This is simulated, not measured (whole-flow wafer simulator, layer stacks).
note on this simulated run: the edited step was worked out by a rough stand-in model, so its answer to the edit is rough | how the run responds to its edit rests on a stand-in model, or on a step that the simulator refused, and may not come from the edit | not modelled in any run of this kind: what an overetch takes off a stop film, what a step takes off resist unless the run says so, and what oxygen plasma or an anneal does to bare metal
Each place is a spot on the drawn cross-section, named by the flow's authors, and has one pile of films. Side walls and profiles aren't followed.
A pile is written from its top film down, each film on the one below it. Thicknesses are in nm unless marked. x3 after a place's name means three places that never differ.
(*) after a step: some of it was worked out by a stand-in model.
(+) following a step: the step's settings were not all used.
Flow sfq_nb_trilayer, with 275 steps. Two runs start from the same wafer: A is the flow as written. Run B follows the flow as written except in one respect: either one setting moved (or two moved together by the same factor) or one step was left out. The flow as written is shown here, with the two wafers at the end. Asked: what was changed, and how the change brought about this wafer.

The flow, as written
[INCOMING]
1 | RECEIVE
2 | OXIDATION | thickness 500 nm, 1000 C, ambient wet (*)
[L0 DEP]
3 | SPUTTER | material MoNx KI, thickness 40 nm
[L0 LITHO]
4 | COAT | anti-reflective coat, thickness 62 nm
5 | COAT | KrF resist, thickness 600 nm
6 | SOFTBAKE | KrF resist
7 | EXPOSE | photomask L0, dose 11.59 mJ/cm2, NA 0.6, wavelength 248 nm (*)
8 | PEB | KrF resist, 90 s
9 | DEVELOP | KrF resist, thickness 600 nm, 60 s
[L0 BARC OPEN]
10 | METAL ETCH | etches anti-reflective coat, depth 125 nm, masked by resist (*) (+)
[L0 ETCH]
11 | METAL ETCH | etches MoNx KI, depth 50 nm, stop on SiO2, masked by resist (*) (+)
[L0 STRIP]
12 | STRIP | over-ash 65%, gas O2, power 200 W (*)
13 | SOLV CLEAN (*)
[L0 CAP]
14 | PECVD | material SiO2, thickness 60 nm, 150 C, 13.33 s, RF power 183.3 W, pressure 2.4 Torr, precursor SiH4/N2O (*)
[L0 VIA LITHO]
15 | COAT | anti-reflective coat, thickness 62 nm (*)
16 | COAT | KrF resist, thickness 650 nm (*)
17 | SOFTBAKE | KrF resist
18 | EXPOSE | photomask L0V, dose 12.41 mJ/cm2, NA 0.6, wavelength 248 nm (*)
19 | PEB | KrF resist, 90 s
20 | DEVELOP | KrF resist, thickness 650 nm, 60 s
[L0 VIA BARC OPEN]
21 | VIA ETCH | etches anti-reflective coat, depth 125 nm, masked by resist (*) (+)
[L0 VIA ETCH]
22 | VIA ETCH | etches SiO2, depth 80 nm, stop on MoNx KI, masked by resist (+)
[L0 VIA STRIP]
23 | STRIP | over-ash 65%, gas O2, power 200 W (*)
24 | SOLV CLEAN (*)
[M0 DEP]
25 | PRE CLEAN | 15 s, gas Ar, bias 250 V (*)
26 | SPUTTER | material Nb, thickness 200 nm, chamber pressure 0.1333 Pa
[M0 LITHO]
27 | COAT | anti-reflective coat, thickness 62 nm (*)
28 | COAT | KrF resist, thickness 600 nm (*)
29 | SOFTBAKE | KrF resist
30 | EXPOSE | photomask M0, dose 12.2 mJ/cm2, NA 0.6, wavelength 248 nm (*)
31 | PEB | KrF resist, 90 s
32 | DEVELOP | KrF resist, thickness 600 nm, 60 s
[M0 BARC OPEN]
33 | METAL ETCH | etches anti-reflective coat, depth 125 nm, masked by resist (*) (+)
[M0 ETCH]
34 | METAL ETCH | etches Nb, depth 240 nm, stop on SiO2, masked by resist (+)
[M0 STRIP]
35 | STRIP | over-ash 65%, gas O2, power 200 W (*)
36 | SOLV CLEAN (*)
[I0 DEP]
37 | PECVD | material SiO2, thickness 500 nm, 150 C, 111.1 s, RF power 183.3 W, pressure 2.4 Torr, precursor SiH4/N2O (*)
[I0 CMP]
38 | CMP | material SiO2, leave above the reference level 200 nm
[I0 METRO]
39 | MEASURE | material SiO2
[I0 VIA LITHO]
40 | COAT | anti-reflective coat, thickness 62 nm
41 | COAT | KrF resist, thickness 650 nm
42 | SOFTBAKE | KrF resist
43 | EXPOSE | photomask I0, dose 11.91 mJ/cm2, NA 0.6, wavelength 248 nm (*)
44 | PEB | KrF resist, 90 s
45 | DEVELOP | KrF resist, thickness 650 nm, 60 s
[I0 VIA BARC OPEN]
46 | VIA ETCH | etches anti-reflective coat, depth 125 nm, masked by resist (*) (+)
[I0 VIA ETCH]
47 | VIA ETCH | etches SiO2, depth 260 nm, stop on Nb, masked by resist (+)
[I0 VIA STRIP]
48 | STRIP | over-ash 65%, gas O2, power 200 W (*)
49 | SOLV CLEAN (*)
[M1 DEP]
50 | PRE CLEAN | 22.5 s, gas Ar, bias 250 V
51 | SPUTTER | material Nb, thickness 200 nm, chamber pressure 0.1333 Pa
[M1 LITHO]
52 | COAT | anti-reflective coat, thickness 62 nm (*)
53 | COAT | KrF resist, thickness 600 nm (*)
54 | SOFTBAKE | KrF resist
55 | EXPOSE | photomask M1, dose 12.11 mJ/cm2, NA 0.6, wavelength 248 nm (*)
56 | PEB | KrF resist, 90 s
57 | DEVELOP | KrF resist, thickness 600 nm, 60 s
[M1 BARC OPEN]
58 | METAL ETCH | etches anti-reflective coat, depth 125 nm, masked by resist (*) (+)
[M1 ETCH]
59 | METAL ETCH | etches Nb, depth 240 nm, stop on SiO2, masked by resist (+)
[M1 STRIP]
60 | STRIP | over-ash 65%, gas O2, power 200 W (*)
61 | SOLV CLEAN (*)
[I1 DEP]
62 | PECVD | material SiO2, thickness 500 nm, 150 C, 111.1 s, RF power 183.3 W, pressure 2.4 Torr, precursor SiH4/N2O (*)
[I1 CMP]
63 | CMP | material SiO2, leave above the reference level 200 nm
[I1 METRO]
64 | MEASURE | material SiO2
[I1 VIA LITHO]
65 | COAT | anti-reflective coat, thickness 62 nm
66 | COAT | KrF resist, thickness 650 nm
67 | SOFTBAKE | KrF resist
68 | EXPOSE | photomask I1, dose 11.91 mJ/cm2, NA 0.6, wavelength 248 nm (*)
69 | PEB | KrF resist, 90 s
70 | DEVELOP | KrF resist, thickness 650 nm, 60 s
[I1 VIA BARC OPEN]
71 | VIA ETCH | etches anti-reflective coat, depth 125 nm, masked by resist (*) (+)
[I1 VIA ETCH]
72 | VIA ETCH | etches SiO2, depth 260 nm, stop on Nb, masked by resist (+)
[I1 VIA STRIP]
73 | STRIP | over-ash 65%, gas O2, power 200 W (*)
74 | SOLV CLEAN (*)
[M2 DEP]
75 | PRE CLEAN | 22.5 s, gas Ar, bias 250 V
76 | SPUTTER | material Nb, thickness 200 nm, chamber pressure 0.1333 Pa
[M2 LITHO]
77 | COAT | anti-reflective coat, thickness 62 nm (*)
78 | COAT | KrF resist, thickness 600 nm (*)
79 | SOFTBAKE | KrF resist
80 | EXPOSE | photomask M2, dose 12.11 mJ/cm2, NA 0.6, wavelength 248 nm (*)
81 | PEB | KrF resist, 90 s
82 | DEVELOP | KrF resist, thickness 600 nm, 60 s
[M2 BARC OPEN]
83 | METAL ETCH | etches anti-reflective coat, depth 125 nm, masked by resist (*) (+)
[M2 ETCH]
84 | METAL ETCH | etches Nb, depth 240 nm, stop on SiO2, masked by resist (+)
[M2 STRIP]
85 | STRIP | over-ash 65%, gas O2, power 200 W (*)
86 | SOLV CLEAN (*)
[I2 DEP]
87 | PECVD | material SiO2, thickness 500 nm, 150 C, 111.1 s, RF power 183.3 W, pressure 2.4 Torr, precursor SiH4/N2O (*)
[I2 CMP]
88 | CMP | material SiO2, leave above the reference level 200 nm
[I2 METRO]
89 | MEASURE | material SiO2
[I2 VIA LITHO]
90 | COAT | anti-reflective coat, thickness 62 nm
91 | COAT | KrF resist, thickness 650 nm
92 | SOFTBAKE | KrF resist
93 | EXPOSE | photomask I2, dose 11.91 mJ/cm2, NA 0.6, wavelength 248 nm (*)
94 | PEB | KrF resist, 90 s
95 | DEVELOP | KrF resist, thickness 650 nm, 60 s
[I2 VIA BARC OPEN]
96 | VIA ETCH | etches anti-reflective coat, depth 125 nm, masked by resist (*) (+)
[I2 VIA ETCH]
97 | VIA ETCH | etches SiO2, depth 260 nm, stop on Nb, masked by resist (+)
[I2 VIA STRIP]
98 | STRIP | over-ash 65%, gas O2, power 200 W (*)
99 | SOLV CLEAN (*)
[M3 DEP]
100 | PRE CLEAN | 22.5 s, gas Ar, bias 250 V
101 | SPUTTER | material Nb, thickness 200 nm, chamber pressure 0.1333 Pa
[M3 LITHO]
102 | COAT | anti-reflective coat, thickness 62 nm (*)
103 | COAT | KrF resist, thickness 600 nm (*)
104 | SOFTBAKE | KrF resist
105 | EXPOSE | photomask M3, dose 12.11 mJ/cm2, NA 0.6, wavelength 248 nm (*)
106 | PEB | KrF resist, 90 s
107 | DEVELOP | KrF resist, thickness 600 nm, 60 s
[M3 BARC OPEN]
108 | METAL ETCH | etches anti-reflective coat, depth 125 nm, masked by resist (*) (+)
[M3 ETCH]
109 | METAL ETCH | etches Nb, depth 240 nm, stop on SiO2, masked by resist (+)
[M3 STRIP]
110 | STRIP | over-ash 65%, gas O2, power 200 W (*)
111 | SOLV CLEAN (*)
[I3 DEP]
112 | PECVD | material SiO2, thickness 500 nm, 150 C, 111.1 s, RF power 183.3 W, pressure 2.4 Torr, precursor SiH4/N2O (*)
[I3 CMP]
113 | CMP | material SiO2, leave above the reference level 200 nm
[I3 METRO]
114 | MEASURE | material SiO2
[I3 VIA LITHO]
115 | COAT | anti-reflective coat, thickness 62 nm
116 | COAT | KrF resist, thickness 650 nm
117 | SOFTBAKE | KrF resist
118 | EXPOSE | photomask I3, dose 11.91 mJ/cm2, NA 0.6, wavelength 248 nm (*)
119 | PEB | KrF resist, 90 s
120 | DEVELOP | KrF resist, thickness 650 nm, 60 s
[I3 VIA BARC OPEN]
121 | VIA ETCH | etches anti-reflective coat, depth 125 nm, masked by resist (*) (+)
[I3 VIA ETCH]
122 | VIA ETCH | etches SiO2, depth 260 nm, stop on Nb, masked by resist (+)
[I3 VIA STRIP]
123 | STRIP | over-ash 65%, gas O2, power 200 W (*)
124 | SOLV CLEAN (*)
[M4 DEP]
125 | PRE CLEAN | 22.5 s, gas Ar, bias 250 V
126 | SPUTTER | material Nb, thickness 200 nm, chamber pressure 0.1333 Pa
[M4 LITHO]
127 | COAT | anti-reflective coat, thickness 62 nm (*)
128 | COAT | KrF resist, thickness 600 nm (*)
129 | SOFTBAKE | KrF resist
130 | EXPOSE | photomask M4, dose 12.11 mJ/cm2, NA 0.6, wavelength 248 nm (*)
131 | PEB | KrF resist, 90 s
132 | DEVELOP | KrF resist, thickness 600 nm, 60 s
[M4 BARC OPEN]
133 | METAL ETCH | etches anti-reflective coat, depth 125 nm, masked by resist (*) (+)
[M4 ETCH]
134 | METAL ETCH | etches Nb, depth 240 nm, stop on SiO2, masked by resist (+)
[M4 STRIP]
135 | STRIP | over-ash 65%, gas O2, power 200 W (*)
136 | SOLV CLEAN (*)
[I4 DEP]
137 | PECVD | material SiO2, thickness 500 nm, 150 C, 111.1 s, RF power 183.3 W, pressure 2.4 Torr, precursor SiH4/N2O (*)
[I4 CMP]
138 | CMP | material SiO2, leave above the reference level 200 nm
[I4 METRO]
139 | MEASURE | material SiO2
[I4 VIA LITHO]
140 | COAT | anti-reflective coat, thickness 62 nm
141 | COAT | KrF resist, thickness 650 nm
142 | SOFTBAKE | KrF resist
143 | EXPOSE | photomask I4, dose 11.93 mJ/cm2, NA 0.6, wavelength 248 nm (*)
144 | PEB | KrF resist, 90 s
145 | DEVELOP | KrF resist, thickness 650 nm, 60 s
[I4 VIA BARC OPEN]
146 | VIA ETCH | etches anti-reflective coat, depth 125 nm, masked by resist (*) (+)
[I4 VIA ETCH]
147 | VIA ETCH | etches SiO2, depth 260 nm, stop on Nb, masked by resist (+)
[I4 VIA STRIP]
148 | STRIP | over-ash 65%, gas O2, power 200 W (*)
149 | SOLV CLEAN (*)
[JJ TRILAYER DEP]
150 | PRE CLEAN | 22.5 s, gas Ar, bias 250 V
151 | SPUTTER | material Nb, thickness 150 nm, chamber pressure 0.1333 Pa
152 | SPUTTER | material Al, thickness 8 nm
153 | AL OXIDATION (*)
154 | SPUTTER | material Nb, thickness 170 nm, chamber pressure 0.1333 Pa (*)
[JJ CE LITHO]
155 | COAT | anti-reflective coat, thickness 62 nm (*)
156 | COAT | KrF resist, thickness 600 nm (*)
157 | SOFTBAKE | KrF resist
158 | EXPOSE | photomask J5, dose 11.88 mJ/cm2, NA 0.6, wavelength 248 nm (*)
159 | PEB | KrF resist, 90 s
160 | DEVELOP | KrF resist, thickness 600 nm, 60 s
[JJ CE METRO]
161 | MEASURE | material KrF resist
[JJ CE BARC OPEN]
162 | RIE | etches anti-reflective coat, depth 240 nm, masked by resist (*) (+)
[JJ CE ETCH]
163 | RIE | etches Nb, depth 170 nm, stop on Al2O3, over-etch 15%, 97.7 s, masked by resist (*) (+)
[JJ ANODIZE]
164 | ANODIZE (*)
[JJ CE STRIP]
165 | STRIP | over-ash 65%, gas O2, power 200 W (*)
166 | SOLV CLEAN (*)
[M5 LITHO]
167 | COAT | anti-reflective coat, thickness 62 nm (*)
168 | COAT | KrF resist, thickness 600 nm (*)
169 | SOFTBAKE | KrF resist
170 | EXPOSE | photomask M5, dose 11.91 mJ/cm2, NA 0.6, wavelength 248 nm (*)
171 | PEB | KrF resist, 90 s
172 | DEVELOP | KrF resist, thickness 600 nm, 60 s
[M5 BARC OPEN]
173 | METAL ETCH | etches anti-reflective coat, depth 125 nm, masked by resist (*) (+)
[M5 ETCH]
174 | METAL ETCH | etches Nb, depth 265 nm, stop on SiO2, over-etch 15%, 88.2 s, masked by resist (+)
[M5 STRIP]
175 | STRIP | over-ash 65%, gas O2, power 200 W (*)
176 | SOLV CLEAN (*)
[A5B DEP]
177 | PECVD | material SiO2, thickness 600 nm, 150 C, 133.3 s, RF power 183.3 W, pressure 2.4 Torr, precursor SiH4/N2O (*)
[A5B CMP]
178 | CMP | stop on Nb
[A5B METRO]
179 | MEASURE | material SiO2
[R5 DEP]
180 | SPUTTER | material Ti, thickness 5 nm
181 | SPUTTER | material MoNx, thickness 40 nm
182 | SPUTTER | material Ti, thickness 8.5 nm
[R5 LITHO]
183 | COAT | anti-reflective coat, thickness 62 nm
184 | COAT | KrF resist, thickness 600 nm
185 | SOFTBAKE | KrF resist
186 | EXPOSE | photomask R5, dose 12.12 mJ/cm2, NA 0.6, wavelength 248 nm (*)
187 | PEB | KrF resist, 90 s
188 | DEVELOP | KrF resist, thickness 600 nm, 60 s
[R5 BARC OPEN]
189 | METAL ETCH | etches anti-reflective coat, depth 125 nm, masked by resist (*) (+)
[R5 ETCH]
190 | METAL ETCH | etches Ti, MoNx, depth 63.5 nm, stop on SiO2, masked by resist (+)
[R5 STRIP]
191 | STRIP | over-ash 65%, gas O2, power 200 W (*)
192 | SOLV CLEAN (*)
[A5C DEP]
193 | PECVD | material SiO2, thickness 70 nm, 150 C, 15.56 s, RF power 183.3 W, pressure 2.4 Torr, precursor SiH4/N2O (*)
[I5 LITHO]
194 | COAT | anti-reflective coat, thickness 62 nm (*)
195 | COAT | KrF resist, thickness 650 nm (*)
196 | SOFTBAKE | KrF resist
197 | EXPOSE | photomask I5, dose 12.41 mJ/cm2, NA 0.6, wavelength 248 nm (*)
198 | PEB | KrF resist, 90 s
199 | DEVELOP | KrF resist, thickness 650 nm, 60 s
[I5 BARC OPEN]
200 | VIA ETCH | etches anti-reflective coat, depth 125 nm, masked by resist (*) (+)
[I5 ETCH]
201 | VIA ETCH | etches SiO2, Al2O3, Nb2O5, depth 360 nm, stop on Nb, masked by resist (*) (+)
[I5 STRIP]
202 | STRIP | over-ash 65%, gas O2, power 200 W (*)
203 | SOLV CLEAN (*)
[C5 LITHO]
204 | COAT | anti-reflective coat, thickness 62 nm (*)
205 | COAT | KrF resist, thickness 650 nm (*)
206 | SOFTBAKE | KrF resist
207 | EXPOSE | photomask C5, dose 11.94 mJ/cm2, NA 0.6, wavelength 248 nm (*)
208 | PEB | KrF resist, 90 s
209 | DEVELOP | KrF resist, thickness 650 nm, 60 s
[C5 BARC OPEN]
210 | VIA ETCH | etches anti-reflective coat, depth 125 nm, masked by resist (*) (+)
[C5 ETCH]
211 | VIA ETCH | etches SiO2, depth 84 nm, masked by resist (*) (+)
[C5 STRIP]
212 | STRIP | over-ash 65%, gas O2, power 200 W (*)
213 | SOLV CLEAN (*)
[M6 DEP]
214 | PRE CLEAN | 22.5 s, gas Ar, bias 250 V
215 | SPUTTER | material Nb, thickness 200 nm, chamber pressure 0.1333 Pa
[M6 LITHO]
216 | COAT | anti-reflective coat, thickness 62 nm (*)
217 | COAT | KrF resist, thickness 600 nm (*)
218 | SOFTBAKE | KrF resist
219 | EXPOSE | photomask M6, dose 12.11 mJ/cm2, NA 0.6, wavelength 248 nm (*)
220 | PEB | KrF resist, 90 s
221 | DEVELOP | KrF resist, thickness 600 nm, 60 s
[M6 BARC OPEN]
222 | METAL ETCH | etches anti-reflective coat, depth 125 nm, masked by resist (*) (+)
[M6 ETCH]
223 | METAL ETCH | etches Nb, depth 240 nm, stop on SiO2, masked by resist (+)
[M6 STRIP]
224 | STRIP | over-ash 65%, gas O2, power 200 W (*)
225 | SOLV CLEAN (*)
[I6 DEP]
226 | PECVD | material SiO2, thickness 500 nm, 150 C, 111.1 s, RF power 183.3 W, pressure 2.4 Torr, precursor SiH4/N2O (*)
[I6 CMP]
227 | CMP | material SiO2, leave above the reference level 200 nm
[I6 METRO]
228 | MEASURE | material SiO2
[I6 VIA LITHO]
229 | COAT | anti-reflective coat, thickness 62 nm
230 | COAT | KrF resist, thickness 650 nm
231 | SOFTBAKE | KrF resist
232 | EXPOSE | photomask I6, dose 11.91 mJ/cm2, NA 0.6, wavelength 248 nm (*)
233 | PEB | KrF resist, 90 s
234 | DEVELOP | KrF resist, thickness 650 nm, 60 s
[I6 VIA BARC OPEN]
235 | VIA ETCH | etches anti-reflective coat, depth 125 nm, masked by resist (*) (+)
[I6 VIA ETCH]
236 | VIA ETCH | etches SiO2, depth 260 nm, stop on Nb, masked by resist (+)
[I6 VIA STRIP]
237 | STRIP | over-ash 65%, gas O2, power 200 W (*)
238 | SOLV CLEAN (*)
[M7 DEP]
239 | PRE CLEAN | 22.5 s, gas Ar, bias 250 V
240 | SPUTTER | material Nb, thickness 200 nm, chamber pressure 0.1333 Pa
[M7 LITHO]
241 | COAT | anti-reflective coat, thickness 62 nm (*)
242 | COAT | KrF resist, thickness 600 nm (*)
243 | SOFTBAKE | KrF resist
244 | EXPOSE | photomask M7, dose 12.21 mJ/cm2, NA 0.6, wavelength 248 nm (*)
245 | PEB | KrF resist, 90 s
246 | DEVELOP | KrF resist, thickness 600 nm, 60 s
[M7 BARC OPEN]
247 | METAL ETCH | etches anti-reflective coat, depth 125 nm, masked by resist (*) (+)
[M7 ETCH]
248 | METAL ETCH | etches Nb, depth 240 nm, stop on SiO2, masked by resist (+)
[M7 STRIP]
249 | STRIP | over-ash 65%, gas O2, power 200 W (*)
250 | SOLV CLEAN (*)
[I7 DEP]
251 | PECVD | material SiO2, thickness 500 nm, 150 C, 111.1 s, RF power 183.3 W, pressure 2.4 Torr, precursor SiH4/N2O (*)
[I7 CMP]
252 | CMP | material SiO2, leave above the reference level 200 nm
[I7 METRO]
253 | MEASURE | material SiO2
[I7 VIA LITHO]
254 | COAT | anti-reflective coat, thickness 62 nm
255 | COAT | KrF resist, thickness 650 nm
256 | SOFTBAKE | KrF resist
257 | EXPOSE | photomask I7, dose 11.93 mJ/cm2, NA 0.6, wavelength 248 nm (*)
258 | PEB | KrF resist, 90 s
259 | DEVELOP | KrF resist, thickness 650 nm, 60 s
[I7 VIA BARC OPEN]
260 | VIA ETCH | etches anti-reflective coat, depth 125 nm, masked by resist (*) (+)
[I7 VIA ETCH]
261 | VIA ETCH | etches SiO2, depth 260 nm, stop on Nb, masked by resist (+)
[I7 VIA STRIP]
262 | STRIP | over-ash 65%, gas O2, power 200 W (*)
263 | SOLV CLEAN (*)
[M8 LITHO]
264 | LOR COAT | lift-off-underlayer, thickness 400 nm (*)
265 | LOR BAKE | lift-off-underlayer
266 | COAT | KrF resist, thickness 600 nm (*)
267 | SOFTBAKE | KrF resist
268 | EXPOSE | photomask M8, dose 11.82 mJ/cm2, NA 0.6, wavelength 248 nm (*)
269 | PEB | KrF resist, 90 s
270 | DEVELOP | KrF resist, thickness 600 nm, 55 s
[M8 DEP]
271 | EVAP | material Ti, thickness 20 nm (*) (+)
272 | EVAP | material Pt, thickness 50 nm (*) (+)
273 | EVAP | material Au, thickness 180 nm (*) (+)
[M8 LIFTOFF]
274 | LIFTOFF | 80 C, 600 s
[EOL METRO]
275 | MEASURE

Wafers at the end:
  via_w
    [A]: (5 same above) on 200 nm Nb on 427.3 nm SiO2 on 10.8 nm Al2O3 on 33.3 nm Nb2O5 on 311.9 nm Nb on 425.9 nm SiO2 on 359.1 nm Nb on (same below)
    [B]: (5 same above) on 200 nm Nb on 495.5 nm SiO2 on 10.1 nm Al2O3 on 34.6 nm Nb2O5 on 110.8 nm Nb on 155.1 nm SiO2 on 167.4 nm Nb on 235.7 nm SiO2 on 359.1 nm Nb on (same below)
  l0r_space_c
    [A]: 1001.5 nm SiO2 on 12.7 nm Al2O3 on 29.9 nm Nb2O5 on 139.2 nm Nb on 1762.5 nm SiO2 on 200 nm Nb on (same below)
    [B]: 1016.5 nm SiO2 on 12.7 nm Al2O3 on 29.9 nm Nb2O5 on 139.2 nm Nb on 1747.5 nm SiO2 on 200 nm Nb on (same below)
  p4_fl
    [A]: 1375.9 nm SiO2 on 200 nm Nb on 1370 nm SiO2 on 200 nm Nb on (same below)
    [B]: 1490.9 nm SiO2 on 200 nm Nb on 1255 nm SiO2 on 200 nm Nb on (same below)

Cause: step 112, PECVD: thickness 285 nm was run, while the flow as written has thickness 500 nm; step 112, PECVD: 63.33 s was run, where the flow has 111.1 s.

Step by step, how the change led to this:
  112 | PECVD | material SiO2, thickness 500 nm, 150 C, 111.1 s, RF power 183.3 W, pressure 2.4 Torr, precursor SiH4/N2O (*)
      field_l, be, be_sur and 64 more: A +500 SiO2 | B +285 SiO2
      v_sur, via_wl, via_wr and 27 more: A +500 SiO2 (new film) | B +285 SiO2 (new film)
      (also at 9 further places)
  113 | CMP | material SiO2, leave above the reference level 200 nm
      field_l, be, be_sur and 64 more: A -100 SiO2 | B nothing
      p4_g1, p4_g2, p3_s0, p3_s1, p3_s2, p3_s3, p3_s4, p3_s5: A -157.1 SiO2 | B nothing
      (also at 31 further places)
  115 | COAT | anti-reflective coat, thickness 62 nm
      p3_s0, p3_s1, p3_s2, p3_s3: A +62 anti-reflective coat (new film) | B +103.3 anti-reflective coat (new film)
      p3_l1, p3_l2, p3_l3, p3_l4: A +62 anti-reflective coat (new film) | B +48.1 anti-reflective coat (new film)
      (also at 75 further places)
  116 | COAT | KrF resist, thickness 650 nm
      m0r_space_l, m5r_space_l, m5r_space_r, m6r_space_l, m7r_space_l: A +650 KrF resist (new film) | B +664.1 KrF resist (new film)
      m0r_line_l, m6r_line_l, m7r_line_l: A +650 KrF resist (new film) | B +672.8 KrF resist (new film)
      (also at 65 further places)
  120 | DEVELOP | KrF resist, thickness 650 nm, 60 s
      via_v: A -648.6 KrF resist (all of it) | B -607 KrF resist (all of it)
  121 | VIA ETCH | etches anti-reflective coat, depth 125 nm, masked by resist (*) (+)
      field_l, v_sur, via_wl and 102 more: A -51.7 KrF resist | B -44 KrF resist
      via_v: A -62 anti-reflective coat (all of it), -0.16 SiO2 | B -52.8 anti-reflective coat (all of it), -0.13 SiO2
  123 | STRIP | over-ash 65%, gas O2, power 200 W (*)
      m0r_line_l, m6r_line_l, m7r_line_l: A -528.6 KrF resist (all of it), -62 anti-reflective coat (all of it) | B -559 KrF resist (all of it), -63.2 anti-reflective coat (all of it)
      m0r_space_l, m6r_space_l, m7r_space_l: A -528.6 KrF resist (all of it), -62 anti-reflective coat (all of it) | B -550.4 KrF resist (all of it), -77 anti-reflective coat (all of it)
      (also at 99 further places)
  126 | SPUTTER | material Nb, thickness 200 nm, chamber pressure 0.1333 Pa
      via_w: A +200 Nb (new film) | B +167.4 Nb (new film)
  127 | COAT | anti-reflective coat, thickness 62 nm (*)
      p3_l1, p3_l2, p3_l3, p3_l4: A +62 anti-reflective coat (new film) | B +45.5 anti-reflective coat (new film)
      wl_f_sr, wl_g_m5, m5r_space_l, m5r_space_r: A +62 anti-reflective coat (new film) | B +68.5 anti-reflective coat (new film)
      (also at 81 further places)
  128 | COAT | KrF resist, thickness 600 nm (*)
      m0r_line_l, m6r_line_l, m7r_line_l: A +600 KrF resist (new film) | B +620.3 KrF resist (new film)
      m0r_space_l, m6r_space_l, m7r_space_l: A +600 KrF resist (new film) | B +614.3 KrF resist (new film)
      (also at 67 further places)
  132 | DEVELOP | KrF resist, thickness 600 nm, 60 s
      m0r_line_l, m6r_line_l, m7r_line_l: A -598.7 KrF resist (all of it) | B -619 KrF resist (all of it)
      m0r_space_l, m6r_space_l, m7r_space_l: A -598.7 KrF resist (all of it) | B -613.1 KrF resist (all of it)
      (also at 35 further places)
  133 | METAL ETCH | etches anti-reflective coat, depth 125 nm, masked by resist (*) (+)
      v_sur, via_wl, via_w and 36 more: A -51.7 KrF resist | B -66.6 KrF resist
      wl_f_sr, wl_g_m5, m5r_space_l, m5r_space_r: A -62 anti-reflective coat (all of it) | B -68.5 anti-reflective coat (all of it)
      (also at 49 further places)
  135 | STRIP | over-ash 65%, gas O2, power 200 W (*)
      ln_m5, lsp_m: A -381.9 KrF resist (all of it), -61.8 anti-reflective coat (all of it) | B -371.1 KrF resist (all of it), -62.5 anti-reflective coat (all of it)
      v_sur: A -379.9 KrF resist (all of it), -61.4 anti-reflective coat (all of it) | B -307.7 KrF resist (all of it), -43.9 anti-reflective coat (all of it)
      (also at 36 further places)
  137 | PECVD | material SiO2, thickness 500 nm, 150 C, 111.1 s, RF power 183.3 W, pressure 2.4 Torr, precursor SiH4/N2O (*)
      p3_s0, p3_s1, p3_s2, p3_s3, p3_s4, p3_s5: A +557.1 SiO2 | B +672.1 SiO2
      via_w: A +500 SiO2 (new film) | B +579.8 SiO2 (new film)
  138 | CMP | material SiO2, leave above the reference level 200 nm
      field_l, be, be_sur and 55 more: A -100 SiO2 | B nothing
      lsp_r, l0_sur, l0v: A -91.9 SiO2 | B nothing
      (also at 9 further places)
  140 | COAT | anti-reflective coat, thickness 62 nm
      m0r_space_l, m0r_space_r, m6r_space_l, m6r_space_r, m7r_space_l, m7r_space_r: A +62 anti-reflective coat (new film) | B +64.2 anti-reflective coat (new film)
      wl_e_sl, wl_e_sr: A +62 anti-reflective coat (new film) | B +60.5 anti-reflective coat (new film)
      (also at 28 further places)
  ... another 32 steps ...
  227 | CMP | material SiO2, leave above the reference level 200 nm
      ce_l, ce_r: A -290 SiO2 | B -300 SiO2
      c5j: A -223 SiO2 | B -233 SiO2
With metal films that touch counted as one body, via_w has 6 bodies (between them, from the top down: SiO2 192.5; SiO2 495.5 / Al2O3 10.1 / Nb2O5 34.6; SiO2 155.1; SiO2 235.7; SiO2 416.9); the flow as written gives 5 bodies (between them, from the top down: SiO2 192.5; SiO2 427.3 / Al2O3 10.8 / Nb2O5 33.3; SiO2 425.9; SiO2 416.9).
